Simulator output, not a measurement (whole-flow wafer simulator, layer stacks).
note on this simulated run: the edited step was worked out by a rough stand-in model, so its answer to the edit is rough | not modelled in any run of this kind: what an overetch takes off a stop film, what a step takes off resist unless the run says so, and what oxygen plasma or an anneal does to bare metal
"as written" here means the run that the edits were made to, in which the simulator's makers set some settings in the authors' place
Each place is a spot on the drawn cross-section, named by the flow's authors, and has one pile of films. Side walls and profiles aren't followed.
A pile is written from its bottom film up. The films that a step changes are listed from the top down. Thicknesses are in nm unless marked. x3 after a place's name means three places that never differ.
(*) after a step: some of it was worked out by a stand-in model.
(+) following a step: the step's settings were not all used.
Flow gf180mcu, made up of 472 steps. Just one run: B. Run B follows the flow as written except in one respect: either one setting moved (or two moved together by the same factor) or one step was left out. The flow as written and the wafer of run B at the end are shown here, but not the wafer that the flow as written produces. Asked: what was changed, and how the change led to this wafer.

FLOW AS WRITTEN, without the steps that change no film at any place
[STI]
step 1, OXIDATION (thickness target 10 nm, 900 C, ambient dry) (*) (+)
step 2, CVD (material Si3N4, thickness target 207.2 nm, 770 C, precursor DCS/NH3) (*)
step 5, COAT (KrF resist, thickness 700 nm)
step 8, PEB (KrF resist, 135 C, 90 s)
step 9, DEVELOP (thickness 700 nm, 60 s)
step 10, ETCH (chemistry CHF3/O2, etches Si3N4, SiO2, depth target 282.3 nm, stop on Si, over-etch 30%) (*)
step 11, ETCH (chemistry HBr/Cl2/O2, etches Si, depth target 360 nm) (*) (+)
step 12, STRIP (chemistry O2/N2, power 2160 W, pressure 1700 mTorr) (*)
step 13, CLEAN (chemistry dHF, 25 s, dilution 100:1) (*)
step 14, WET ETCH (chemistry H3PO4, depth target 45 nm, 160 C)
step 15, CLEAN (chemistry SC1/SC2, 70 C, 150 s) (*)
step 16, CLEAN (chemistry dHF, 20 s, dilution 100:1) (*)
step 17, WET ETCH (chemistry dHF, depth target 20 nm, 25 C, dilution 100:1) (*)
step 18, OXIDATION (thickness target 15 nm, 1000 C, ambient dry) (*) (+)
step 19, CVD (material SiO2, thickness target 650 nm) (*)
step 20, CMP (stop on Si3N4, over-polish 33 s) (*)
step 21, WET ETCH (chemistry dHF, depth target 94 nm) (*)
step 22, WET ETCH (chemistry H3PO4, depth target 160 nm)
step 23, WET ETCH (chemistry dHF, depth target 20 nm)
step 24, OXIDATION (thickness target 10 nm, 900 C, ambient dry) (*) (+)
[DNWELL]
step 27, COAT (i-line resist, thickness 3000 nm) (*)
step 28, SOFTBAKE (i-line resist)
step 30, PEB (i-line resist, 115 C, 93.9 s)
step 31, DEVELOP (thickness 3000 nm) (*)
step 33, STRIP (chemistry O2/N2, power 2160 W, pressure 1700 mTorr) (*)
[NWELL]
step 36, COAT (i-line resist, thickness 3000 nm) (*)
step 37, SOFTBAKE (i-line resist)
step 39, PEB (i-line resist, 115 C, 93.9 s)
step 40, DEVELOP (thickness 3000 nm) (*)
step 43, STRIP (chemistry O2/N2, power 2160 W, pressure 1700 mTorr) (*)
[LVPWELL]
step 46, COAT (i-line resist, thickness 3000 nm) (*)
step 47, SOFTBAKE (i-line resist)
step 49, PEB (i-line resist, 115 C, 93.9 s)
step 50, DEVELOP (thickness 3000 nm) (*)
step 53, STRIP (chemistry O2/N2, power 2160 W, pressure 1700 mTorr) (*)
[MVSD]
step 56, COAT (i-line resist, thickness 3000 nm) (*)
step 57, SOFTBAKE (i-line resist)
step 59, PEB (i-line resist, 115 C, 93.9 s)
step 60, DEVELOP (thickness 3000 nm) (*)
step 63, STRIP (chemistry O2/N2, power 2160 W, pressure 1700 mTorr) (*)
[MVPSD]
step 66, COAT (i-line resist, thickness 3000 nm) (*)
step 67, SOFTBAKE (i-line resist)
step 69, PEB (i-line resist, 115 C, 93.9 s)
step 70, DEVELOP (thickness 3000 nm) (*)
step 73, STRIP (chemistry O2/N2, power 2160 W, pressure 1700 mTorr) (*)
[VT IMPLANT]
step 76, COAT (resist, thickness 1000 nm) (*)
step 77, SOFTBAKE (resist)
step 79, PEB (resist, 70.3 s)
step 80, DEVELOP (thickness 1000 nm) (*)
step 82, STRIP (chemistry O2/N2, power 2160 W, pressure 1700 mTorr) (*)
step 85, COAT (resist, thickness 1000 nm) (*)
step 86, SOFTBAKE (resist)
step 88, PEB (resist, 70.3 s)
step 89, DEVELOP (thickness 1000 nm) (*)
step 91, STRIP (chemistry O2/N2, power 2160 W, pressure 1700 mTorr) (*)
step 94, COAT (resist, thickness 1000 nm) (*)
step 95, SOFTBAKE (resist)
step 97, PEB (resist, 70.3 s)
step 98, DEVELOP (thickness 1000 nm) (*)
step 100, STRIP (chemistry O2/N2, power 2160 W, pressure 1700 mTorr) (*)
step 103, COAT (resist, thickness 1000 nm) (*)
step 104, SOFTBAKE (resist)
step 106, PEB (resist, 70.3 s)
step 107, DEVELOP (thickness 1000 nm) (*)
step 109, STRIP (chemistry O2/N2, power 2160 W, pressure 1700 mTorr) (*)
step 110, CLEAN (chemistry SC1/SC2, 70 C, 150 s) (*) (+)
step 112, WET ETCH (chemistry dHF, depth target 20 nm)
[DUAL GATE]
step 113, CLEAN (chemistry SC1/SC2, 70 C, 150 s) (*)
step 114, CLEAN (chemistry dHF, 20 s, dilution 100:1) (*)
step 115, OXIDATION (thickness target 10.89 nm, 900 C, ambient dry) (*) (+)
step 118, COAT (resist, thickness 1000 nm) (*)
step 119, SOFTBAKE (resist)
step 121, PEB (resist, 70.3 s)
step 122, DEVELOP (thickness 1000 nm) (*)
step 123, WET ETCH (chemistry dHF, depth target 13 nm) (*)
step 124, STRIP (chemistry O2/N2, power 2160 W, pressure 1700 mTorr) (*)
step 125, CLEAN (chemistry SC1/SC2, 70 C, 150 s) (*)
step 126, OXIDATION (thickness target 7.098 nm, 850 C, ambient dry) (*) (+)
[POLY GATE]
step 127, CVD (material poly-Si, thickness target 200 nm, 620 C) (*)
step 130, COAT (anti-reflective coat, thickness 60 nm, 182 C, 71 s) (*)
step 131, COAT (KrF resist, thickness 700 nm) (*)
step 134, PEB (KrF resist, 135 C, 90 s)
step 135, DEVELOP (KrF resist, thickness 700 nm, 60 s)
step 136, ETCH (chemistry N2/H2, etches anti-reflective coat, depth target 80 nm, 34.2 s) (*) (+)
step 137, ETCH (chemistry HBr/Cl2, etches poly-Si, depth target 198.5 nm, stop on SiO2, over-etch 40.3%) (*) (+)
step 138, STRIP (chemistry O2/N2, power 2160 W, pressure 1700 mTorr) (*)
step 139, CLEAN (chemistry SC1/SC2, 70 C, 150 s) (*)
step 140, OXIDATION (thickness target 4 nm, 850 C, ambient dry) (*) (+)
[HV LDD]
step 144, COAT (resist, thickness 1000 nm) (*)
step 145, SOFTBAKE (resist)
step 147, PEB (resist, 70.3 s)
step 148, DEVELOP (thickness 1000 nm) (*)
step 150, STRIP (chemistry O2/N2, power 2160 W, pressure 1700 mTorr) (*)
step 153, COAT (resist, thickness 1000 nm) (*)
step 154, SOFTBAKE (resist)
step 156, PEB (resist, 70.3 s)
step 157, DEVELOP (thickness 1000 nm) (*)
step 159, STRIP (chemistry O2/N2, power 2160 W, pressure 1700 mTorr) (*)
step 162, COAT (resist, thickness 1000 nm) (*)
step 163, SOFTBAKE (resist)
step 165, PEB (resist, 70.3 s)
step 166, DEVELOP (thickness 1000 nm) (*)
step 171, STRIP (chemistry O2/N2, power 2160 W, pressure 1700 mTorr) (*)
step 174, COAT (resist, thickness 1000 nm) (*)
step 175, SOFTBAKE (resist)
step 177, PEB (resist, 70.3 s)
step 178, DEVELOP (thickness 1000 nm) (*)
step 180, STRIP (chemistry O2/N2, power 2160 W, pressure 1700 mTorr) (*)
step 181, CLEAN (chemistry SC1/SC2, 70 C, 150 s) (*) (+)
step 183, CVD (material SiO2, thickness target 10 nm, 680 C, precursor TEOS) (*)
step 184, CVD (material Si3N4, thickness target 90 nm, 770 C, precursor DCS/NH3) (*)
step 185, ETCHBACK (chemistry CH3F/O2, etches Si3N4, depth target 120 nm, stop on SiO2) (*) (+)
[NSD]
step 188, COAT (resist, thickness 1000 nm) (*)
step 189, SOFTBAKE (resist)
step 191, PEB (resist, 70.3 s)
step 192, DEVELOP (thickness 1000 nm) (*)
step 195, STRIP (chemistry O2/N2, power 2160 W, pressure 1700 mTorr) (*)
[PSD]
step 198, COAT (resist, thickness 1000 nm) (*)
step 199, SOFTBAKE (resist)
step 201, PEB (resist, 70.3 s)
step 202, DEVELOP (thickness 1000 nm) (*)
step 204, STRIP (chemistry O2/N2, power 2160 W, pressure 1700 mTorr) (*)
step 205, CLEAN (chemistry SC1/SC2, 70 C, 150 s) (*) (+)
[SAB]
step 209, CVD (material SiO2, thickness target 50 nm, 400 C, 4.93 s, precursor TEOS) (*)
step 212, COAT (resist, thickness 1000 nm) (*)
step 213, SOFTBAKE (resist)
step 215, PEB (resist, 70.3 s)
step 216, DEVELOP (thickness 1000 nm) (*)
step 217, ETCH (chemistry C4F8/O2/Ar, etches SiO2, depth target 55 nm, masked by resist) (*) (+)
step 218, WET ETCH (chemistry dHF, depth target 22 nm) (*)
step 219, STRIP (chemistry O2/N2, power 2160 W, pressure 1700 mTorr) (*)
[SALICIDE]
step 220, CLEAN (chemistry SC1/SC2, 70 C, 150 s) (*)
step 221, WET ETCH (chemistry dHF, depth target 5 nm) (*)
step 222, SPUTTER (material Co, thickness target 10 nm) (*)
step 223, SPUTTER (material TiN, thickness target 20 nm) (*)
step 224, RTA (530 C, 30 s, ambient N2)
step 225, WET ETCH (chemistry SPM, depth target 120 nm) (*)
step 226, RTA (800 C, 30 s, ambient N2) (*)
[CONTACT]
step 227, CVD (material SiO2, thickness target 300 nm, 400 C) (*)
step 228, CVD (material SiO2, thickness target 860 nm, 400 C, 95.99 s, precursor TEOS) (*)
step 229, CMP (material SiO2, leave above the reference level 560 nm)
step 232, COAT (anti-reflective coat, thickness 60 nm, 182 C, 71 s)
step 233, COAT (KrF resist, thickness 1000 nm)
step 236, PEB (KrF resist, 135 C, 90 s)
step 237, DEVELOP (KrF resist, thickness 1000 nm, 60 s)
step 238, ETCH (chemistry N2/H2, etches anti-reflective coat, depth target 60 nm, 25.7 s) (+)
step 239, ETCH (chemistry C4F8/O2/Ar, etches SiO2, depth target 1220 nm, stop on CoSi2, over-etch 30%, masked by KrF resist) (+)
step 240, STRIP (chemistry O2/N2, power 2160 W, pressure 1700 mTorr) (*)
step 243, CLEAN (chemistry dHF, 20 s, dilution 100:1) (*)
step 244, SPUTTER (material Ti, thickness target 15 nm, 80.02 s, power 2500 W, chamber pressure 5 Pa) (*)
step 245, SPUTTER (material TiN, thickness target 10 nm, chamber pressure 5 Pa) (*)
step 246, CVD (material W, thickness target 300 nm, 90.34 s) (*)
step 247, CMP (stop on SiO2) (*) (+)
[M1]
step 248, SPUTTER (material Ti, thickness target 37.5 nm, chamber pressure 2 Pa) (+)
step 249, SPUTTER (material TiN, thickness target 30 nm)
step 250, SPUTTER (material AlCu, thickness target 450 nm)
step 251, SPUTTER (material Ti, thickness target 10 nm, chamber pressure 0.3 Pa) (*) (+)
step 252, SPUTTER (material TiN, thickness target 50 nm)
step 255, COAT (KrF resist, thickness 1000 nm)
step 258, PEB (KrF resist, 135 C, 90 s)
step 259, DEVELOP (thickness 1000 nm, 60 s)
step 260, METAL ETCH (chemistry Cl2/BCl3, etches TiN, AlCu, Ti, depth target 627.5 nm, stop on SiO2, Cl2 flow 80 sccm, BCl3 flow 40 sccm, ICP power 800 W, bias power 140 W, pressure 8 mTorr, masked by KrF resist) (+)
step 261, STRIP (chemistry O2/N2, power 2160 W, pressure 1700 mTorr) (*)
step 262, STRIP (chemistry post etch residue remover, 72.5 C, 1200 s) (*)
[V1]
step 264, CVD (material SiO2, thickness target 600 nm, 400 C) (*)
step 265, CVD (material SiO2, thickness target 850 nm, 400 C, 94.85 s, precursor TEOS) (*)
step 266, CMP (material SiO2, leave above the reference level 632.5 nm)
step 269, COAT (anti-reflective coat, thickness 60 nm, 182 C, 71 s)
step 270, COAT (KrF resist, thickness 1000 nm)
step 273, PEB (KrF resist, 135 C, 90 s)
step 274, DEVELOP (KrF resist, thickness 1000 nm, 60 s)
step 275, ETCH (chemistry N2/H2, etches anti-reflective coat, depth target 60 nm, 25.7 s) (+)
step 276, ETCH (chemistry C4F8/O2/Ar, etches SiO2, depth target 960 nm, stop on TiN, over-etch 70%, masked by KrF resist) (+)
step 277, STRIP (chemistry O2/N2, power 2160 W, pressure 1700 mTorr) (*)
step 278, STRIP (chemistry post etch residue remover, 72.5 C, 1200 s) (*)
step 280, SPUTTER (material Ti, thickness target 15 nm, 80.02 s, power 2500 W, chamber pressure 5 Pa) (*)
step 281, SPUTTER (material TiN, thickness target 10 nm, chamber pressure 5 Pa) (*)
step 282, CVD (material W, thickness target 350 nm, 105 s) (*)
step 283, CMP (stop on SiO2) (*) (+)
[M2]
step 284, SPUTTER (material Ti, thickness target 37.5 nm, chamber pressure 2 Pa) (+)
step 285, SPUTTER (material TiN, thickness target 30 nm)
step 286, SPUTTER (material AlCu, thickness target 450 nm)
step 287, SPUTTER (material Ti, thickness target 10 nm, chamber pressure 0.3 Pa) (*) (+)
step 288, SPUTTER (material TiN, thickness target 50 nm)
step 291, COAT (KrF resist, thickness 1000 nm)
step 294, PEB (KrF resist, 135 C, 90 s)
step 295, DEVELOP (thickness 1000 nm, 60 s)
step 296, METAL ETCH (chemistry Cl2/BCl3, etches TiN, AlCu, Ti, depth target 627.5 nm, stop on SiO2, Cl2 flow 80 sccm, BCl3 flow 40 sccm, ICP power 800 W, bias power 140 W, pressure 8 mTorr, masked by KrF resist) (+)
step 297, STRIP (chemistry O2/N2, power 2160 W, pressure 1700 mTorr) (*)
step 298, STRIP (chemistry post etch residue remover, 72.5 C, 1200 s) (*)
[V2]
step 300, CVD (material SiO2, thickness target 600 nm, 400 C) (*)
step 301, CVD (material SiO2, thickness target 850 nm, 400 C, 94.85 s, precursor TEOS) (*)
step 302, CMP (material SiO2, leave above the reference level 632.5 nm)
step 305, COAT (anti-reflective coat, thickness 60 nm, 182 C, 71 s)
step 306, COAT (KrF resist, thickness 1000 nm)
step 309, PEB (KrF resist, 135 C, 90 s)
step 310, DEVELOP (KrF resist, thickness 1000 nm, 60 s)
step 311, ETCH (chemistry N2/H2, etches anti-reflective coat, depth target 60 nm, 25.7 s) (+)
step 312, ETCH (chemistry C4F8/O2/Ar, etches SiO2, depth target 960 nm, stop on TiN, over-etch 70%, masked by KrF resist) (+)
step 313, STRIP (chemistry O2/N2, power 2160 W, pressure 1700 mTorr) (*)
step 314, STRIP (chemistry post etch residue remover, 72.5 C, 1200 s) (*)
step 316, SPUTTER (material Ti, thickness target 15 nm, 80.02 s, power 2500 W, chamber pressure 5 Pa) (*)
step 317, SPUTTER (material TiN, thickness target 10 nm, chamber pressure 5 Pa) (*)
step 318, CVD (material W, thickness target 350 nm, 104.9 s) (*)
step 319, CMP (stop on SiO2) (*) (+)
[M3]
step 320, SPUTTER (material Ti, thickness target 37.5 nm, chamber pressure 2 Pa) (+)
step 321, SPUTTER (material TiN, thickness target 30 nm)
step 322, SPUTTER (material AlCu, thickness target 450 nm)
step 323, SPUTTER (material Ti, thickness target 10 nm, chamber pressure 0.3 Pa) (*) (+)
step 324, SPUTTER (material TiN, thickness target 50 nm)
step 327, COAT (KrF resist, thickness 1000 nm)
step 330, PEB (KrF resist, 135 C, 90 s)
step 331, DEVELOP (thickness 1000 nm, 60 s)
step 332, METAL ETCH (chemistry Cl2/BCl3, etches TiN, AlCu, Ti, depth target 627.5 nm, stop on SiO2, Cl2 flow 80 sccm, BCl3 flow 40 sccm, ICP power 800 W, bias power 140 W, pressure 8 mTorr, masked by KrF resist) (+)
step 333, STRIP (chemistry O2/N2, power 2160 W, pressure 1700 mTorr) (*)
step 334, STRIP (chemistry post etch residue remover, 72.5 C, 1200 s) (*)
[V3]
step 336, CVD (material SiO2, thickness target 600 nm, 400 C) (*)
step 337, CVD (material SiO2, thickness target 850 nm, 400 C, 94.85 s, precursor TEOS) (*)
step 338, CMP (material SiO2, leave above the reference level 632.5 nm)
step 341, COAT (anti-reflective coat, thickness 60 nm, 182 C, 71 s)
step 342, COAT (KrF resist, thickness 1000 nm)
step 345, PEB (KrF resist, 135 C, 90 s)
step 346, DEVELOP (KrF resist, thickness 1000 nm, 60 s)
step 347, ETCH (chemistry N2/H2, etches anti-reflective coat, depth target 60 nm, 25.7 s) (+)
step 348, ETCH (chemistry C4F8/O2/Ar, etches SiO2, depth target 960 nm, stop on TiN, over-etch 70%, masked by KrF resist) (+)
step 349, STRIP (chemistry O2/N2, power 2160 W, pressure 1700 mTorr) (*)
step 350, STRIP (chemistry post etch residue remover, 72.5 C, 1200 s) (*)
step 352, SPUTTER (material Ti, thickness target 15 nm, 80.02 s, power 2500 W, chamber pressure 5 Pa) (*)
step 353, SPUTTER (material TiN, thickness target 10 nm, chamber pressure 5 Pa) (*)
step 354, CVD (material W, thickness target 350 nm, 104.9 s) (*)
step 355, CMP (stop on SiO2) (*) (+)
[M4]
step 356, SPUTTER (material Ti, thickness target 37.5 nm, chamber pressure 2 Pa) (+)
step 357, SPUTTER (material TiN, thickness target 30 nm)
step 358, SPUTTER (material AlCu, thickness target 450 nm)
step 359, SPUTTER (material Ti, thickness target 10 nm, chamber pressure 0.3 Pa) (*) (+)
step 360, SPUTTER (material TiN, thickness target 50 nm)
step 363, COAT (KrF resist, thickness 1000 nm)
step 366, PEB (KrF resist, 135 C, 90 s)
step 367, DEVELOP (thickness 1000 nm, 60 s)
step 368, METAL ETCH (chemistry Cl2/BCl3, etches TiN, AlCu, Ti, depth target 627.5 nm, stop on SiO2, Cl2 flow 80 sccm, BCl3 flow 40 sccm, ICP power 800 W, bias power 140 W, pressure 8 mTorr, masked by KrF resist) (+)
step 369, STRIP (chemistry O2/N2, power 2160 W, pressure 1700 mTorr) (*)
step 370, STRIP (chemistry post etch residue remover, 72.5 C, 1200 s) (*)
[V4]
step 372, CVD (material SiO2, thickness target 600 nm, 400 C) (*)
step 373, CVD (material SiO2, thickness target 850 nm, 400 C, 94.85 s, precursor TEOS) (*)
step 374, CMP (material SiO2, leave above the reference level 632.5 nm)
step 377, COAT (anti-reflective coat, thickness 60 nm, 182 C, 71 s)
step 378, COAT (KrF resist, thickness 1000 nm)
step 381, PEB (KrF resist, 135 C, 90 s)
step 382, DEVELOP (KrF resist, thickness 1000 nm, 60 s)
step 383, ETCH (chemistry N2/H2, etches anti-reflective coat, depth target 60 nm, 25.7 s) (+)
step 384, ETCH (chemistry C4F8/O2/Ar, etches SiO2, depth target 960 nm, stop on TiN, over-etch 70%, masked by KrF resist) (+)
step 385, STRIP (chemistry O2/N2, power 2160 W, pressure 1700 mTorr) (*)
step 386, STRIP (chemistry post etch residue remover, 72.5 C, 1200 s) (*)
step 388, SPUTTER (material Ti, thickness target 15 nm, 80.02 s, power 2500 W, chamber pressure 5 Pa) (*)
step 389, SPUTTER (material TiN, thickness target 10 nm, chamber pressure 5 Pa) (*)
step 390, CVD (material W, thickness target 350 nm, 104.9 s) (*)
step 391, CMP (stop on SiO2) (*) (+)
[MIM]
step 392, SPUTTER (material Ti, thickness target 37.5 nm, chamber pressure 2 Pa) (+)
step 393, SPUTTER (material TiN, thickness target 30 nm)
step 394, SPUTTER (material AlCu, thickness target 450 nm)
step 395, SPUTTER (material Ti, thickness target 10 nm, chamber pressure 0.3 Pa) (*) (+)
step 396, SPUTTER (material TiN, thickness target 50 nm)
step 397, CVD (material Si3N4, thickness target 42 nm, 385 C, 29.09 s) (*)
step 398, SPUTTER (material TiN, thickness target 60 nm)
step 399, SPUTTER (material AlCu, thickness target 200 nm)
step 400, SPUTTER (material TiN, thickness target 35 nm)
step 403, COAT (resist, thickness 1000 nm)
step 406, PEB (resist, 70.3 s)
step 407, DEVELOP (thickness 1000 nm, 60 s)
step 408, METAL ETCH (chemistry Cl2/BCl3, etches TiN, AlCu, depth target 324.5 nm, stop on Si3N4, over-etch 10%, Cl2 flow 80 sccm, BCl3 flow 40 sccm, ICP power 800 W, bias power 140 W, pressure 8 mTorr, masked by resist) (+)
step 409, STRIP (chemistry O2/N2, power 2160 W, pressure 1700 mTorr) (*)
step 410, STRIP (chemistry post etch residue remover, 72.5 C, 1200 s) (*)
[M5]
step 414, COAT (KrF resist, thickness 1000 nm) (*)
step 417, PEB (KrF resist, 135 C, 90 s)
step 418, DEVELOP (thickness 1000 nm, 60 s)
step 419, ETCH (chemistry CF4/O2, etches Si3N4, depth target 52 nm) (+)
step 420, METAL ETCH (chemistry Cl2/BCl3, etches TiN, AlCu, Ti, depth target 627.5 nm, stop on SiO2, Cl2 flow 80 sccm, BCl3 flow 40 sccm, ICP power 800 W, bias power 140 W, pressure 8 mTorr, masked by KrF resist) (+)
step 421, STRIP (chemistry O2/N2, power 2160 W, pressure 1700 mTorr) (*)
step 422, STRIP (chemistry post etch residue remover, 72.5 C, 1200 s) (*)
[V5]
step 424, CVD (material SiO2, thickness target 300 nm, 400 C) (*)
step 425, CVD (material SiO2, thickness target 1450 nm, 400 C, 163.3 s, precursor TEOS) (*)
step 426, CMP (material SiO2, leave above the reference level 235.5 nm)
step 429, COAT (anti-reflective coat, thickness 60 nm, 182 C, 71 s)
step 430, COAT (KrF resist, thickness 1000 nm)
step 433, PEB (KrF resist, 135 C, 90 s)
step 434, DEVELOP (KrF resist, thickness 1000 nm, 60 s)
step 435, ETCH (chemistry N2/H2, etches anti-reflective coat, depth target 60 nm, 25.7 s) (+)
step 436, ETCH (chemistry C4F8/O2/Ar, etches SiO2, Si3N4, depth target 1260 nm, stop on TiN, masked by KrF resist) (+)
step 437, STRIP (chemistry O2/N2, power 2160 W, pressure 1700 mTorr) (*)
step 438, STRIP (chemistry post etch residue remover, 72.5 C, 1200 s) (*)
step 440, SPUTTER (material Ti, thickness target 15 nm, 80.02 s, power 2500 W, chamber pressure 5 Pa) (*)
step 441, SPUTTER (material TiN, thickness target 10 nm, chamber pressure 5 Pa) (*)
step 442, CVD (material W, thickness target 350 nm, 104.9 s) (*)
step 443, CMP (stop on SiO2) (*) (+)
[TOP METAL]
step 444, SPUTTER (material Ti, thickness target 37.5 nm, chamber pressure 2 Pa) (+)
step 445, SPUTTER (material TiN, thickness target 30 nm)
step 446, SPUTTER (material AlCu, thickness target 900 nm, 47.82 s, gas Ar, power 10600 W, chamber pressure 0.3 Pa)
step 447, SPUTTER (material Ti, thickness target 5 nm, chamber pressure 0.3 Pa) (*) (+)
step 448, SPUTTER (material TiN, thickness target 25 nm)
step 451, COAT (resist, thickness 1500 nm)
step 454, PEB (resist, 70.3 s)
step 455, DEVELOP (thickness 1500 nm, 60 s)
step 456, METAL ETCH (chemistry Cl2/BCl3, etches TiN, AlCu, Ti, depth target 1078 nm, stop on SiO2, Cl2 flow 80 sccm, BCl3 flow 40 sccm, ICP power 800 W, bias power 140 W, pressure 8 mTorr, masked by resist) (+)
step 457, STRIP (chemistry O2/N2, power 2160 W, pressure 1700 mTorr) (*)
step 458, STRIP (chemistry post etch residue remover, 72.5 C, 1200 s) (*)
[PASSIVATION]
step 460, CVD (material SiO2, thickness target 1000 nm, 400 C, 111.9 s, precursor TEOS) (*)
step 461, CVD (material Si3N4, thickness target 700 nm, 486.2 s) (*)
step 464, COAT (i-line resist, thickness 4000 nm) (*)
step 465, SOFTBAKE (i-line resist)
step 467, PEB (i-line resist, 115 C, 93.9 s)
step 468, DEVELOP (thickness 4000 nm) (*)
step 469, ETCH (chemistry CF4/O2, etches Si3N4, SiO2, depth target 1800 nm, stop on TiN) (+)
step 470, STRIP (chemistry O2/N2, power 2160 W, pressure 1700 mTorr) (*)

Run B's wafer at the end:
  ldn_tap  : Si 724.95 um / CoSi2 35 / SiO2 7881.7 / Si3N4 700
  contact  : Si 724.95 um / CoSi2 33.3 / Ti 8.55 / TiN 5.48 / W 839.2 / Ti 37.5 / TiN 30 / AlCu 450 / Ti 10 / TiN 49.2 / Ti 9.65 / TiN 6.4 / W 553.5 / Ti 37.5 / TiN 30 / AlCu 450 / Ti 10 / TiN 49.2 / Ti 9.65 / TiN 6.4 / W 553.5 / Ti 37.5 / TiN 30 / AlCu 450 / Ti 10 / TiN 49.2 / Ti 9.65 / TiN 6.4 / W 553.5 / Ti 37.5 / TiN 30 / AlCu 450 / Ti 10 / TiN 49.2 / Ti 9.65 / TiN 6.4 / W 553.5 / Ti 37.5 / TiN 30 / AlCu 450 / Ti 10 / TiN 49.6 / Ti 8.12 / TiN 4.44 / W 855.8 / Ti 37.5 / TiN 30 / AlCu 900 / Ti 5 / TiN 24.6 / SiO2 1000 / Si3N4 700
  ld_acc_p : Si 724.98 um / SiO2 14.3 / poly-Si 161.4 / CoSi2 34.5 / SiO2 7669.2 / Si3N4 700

Cause: step 441, SPUTTER: thickness target 8.25 nm was run, while the flow as written has thickness target 10 nm.

How this came from the change, step by step:
  step 441, SPUTTER (material TiN, thickness target 10 nm, chamber pressure 5 Pa) (*)
      field, field__w1, field__w2 and 108 more: +8.25 TiN (new film) (in the flow as written it would be: +10 TiN (new film))
      contact: +4.44 TiN (new film) (in the flow as written it would be: +5.38 TiN (new film))
  step 443, CMP (stop on SiO2) (*) (+)
      field, field__w1, field__w2 and 108 more: -350 W (all of it), -8.25 TiN (all of it), -15 Ti (all of it), -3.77 SiO2 (in the flow as written it would be: -350 W (all of it), -10 TiN (all of it), -15 Ti (all of it), -3.78 SiO2)
